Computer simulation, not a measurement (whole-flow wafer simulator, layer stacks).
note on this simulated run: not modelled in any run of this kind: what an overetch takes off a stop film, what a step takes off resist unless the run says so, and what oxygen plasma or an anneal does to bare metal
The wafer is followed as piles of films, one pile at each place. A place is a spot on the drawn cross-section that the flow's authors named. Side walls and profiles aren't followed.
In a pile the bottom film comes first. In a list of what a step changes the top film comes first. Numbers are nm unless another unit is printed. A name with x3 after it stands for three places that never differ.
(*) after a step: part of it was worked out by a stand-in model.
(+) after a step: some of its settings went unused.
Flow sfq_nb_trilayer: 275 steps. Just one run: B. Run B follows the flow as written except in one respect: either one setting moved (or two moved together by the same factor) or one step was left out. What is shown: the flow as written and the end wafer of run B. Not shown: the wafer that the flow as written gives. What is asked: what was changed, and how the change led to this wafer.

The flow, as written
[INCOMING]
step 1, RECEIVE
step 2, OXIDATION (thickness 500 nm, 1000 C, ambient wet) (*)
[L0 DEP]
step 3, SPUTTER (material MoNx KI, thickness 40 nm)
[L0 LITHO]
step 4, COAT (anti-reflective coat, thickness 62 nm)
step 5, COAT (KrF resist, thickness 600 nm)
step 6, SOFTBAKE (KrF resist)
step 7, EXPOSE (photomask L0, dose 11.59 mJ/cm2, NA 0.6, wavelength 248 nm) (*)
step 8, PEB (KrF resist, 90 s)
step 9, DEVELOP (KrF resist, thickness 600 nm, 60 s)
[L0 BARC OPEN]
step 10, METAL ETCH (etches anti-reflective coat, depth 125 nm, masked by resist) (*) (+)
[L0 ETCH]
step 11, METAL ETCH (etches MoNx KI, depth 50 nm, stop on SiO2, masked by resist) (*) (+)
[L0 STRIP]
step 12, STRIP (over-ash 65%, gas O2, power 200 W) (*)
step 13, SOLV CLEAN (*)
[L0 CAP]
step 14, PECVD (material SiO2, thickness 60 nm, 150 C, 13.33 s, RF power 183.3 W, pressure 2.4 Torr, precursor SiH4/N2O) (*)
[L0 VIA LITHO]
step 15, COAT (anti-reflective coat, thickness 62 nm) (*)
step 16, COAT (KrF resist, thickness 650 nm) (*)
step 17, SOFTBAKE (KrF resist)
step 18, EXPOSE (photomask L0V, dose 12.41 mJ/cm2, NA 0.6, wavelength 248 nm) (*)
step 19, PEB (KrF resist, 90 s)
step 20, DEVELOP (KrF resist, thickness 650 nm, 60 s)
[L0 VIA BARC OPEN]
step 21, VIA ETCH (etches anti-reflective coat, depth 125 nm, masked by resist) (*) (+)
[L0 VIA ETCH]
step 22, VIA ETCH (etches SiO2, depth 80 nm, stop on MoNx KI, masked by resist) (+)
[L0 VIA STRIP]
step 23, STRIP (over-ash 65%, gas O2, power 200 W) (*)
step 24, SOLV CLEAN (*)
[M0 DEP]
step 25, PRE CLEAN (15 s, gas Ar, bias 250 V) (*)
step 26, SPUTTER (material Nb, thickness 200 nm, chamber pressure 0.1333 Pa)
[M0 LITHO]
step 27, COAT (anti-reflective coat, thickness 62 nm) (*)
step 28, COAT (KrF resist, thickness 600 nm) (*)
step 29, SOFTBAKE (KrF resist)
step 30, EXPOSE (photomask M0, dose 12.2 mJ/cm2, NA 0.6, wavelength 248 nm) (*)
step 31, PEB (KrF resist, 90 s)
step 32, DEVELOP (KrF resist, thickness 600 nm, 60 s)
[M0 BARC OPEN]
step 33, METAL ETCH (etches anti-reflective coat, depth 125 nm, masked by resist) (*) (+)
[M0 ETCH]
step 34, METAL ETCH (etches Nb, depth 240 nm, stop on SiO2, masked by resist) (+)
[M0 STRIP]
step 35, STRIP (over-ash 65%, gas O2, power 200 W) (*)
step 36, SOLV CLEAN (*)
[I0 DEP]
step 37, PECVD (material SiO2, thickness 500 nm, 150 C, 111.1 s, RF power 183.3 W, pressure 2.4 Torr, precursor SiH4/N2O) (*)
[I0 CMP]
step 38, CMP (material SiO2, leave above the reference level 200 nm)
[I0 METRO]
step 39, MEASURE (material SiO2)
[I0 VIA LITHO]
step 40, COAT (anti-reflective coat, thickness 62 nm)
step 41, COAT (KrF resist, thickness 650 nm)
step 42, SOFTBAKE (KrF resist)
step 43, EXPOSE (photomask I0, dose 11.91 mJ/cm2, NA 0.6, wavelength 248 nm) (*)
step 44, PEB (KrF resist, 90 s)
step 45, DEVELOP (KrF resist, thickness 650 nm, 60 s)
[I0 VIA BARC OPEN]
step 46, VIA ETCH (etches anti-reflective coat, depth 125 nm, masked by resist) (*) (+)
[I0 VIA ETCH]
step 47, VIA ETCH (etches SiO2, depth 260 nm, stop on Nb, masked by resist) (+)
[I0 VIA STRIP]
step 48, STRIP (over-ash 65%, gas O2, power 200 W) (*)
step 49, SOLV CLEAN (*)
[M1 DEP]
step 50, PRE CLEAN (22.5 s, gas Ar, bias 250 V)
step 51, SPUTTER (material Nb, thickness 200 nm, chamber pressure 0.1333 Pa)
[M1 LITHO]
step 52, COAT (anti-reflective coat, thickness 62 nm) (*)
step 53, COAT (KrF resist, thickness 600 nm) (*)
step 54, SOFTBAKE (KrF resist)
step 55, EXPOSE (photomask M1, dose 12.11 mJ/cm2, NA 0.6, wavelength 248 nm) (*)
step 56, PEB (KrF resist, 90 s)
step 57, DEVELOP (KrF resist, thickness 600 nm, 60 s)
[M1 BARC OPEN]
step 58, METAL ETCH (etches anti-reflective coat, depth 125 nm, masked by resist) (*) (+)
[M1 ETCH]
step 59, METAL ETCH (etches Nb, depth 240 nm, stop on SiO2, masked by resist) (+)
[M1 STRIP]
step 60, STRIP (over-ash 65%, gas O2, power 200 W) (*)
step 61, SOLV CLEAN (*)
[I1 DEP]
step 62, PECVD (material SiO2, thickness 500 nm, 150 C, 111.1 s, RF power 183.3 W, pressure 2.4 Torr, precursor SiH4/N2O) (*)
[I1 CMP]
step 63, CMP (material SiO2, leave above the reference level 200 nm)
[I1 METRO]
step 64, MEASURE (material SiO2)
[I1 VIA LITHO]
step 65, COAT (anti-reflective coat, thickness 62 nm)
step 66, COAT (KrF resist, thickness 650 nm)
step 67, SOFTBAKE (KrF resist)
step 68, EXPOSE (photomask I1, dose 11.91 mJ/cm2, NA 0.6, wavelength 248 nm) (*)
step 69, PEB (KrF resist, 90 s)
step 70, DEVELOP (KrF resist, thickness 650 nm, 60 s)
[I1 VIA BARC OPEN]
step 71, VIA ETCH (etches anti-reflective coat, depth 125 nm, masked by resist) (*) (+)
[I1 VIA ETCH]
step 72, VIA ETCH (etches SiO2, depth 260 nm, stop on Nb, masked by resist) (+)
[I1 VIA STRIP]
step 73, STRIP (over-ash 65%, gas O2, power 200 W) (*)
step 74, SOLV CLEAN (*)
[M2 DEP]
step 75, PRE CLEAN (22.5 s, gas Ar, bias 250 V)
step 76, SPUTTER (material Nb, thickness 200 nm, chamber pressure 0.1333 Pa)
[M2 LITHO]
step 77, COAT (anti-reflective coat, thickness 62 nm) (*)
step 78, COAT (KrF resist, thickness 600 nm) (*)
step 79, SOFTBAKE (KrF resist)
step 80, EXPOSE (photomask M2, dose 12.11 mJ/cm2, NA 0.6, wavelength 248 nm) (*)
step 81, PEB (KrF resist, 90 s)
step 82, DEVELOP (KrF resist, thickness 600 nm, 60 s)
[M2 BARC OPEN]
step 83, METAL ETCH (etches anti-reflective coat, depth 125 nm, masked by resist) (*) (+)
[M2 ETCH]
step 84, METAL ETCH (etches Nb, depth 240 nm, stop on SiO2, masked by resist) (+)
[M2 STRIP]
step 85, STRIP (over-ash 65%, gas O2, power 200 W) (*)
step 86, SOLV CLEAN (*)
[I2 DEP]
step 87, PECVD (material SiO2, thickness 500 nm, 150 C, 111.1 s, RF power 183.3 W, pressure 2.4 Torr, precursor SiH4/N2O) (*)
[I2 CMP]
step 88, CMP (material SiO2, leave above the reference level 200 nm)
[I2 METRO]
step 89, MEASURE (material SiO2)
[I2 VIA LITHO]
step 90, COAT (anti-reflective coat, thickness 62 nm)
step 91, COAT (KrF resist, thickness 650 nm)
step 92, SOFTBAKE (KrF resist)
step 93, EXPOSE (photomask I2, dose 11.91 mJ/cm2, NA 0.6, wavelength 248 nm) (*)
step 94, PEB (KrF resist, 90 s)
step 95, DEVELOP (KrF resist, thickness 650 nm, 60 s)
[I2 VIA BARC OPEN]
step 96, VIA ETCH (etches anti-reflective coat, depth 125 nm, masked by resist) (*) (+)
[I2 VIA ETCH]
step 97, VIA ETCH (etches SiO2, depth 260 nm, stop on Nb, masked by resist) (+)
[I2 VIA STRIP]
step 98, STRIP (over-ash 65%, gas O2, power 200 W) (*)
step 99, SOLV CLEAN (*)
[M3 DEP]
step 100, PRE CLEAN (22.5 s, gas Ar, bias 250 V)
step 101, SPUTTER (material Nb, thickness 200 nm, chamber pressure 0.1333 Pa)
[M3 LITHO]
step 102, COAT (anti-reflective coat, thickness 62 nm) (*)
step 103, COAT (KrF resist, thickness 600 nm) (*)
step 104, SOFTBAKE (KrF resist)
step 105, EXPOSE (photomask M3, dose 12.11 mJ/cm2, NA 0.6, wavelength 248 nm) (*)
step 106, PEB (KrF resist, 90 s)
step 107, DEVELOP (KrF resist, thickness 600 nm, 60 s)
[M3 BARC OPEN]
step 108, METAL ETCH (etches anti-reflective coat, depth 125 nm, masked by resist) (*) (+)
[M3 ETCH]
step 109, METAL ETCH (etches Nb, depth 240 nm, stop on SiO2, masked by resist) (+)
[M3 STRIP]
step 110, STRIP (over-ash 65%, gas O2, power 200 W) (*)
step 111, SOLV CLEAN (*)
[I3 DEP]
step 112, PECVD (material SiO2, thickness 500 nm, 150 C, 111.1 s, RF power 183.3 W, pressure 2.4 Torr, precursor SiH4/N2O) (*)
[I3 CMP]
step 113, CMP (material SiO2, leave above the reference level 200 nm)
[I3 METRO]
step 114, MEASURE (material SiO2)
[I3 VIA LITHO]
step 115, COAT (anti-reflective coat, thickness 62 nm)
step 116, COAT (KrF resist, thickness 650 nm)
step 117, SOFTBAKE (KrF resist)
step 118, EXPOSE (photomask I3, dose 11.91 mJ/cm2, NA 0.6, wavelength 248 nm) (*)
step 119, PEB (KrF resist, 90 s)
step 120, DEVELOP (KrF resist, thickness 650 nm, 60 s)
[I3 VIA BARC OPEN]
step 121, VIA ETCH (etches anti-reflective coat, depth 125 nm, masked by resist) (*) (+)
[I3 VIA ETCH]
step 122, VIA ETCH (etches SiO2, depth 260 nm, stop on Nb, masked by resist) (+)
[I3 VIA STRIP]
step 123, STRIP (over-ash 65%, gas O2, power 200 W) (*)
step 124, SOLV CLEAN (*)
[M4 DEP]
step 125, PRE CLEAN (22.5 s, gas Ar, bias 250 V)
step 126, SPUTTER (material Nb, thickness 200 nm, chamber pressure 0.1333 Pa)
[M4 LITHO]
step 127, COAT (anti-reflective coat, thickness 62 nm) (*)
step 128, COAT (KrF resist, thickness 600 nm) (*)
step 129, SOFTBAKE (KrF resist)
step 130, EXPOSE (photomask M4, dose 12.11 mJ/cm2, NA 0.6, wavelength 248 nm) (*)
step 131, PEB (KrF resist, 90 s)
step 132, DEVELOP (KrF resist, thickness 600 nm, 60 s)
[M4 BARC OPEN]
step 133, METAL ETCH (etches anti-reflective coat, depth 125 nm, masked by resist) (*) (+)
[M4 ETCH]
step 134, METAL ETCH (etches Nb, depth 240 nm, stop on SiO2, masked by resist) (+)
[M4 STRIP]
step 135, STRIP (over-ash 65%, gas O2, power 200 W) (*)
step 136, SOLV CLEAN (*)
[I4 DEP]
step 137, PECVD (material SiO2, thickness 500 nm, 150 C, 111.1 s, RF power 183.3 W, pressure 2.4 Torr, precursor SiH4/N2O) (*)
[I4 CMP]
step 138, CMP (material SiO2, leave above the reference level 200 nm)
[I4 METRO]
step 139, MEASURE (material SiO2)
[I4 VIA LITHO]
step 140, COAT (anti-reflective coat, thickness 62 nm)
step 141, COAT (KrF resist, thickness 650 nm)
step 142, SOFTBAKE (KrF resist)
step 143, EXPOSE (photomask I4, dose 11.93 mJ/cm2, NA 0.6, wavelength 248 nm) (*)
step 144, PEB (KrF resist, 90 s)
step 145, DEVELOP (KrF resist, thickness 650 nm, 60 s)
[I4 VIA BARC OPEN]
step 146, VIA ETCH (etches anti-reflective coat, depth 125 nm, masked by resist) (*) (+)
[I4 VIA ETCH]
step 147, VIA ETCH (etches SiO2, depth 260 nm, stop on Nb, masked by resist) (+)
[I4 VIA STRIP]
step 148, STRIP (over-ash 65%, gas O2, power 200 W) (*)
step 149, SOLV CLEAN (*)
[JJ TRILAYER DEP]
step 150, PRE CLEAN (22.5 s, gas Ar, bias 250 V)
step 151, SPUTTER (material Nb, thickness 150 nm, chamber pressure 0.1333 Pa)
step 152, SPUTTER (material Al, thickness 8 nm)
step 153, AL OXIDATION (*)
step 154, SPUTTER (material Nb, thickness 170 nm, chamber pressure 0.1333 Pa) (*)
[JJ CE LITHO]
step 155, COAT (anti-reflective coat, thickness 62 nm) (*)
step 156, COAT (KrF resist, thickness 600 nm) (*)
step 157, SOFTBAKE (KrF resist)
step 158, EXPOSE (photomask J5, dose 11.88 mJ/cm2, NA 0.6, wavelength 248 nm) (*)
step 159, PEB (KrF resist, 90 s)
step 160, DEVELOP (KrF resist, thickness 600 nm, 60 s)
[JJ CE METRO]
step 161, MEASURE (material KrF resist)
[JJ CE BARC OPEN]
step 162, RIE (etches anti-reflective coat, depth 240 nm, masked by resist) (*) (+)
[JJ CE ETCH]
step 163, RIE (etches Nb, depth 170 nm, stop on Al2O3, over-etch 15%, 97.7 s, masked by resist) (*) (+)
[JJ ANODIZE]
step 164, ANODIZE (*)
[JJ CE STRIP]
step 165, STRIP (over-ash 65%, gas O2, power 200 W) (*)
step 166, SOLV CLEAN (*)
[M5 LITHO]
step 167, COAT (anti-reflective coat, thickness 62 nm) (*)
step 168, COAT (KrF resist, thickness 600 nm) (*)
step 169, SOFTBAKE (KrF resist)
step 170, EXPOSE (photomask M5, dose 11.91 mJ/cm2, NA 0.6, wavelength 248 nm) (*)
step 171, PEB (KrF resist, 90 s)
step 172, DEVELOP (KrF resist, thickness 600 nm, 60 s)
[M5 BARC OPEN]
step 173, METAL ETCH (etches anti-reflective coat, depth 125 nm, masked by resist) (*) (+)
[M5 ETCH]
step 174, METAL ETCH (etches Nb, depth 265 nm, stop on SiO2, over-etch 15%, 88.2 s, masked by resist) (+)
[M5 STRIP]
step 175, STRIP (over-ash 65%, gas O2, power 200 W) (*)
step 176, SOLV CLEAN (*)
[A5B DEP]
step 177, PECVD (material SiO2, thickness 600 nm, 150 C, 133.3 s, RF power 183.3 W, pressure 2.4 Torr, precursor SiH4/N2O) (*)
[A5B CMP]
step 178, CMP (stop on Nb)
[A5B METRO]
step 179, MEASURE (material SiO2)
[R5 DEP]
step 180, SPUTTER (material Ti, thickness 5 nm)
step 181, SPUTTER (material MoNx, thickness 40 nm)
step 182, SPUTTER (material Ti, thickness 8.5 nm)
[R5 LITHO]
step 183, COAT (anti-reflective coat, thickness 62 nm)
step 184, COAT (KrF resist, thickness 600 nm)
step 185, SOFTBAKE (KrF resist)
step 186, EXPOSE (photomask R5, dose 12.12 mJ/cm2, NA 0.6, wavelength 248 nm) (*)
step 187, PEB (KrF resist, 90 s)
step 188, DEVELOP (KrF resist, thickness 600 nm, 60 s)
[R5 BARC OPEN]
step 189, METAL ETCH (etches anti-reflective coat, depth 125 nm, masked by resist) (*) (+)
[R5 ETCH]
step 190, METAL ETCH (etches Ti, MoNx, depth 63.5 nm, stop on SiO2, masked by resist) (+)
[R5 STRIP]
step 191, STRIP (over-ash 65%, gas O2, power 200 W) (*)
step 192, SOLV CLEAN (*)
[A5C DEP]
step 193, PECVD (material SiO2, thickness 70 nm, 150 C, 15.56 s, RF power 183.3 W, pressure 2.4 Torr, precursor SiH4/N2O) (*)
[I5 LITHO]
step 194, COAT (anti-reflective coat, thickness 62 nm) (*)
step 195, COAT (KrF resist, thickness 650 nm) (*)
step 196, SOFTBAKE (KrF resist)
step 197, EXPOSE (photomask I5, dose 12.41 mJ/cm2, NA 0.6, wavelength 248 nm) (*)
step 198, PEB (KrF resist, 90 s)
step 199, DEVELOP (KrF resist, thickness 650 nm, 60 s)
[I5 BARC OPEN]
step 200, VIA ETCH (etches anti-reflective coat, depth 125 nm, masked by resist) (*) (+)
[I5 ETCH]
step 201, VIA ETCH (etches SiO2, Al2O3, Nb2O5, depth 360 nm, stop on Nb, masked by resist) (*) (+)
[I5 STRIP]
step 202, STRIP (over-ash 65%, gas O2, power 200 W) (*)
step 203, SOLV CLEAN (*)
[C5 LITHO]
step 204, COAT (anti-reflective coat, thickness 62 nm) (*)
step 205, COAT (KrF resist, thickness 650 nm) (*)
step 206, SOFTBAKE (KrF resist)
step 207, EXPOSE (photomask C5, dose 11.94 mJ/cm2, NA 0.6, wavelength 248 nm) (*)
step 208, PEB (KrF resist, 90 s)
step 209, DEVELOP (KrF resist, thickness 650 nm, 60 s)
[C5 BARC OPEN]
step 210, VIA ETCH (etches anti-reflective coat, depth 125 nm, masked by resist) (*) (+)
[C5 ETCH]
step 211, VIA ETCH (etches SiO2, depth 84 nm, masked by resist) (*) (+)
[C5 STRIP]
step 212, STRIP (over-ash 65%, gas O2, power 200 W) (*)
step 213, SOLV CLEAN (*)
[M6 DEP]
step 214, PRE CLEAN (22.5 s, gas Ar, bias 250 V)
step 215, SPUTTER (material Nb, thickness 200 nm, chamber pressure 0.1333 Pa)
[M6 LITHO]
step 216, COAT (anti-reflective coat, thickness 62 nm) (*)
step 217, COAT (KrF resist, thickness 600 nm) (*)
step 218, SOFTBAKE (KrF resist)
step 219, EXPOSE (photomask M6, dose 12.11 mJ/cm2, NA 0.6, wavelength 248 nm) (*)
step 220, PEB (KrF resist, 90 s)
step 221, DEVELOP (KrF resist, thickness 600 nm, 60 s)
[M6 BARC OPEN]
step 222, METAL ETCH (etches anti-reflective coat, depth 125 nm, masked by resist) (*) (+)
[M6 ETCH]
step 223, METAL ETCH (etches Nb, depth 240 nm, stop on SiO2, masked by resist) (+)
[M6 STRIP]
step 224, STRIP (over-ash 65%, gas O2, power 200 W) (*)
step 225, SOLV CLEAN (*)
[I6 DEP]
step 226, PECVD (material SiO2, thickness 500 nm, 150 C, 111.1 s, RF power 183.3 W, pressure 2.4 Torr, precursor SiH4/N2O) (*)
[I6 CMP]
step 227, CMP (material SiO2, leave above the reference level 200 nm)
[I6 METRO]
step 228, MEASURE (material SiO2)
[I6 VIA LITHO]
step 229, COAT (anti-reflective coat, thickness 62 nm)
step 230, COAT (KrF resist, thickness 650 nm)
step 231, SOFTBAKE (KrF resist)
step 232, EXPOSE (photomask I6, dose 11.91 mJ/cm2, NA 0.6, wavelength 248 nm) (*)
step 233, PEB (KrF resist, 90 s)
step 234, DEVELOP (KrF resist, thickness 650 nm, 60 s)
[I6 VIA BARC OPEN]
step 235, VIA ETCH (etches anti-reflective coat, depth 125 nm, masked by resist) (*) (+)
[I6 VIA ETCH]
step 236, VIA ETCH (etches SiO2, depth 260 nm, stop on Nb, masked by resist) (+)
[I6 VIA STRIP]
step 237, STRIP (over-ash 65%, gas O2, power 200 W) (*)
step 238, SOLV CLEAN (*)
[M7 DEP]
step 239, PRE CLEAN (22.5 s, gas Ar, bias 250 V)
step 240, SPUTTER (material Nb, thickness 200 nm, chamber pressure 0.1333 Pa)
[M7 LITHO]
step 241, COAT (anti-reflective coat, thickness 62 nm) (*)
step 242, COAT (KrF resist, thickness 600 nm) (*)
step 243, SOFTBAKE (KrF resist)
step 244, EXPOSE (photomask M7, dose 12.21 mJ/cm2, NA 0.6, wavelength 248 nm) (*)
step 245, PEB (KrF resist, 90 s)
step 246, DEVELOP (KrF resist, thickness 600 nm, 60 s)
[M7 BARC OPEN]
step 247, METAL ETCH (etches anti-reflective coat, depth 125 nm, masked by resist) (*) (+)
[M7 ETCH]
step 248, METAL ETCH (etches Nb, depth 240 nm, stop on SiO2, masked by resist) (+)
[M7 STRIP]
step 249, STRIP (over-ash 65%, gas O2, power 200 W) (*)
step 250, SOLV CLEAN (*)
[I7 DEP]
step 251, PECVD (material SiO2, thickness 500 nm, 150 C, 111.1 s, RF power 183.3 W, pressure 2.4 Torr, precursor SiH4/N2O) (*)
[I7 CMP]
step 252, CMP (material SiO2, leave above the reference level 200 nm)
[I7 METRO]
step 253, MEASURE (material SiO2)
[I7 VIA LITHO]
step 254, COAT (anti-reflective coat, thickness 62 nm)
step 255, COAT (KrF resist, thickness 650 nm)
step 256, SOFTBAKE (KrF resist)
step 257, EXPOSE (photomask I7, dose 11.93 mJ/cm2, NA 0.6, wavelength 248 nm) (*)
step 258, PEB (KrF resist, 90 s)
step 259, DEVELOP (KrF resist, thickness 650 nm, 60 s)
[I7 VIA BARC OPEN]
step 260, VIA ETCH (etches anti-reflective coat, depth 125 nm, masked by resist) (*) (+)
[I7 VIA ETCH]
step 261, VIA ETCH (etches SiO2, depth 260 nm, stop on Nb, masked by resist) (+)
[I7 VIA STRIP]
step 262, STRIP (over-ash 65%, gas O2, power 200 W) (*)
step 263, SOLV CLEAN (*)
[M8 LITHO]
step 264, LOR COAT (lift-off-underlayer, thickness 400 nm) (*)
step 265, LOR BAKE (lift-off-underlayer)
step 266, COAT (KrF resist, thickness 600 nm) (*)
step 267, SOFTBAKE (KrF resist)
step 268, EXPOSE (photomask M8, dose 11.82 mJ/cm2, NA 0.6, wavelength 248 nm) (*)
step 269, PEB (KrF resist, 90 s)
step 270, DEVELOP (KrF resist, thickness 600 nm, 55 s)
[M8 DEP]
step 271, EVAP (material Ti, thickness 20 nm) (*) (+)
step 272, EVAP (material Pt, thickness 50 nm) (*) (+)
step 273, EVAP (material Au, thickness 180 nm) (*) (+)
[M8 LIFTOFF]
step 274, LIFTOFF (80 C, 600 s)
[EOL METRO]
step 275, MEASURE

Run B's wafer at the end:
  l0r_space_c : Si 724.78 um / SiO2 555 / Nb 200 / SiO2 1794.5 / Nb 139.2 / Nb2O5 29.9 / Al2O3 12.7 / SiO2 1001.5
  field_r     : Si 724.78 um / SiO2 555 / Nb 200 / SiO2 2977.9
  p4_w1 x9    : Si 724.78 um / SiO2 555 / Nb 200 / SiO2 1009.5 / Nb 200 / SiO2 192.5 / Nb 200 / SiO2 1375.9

Cause: step 76, SPUTTER: thickness 232 nm was run, while the flow as written has thickness 200 nm.

Step by step, how the change led to this:
  step 76, SPUTTER (material Nb, thickness 200 nm, chamber pressure 0.1333 Pa)
      field_l, v_sur, via_wl and 102 more: Nb gains 232 (new film) (as written it would have been: Nb gains 200 (new film))
      via_v: Nb gains 202.8 (as written it would have been: Nb gains 174.5)
  step 84, METAL ETCH (etches Nb, depth 240 nm, stop on SiO2, masked by resist) (+)
      field_l, be, be_sur and 81 more: Nb loses 232 (all of it) (as written it would have been: Nb loses 200 (all of it))
  step 87, PECVD (material SiO2, thickness 500 nm, 150 C, 111.1 s, RF power 183.3 W, pressure 2.4 Torr, precursor SiH4/N2O) (*)
      via_v: SiO2 gains 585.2 (new film) (as written it would have been: SiO2 gains 606 (new film))
  step 88, CMP (material SiO2, leave above the reference level 200 nm)
      field_l, be, be_sur and 81 more: SiO2 loses 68 (as written it would have been: SiO2 loses 100)
      via_v: SiO2 loses 157.1 (as written it would have been: SiO2 loses 181.6)
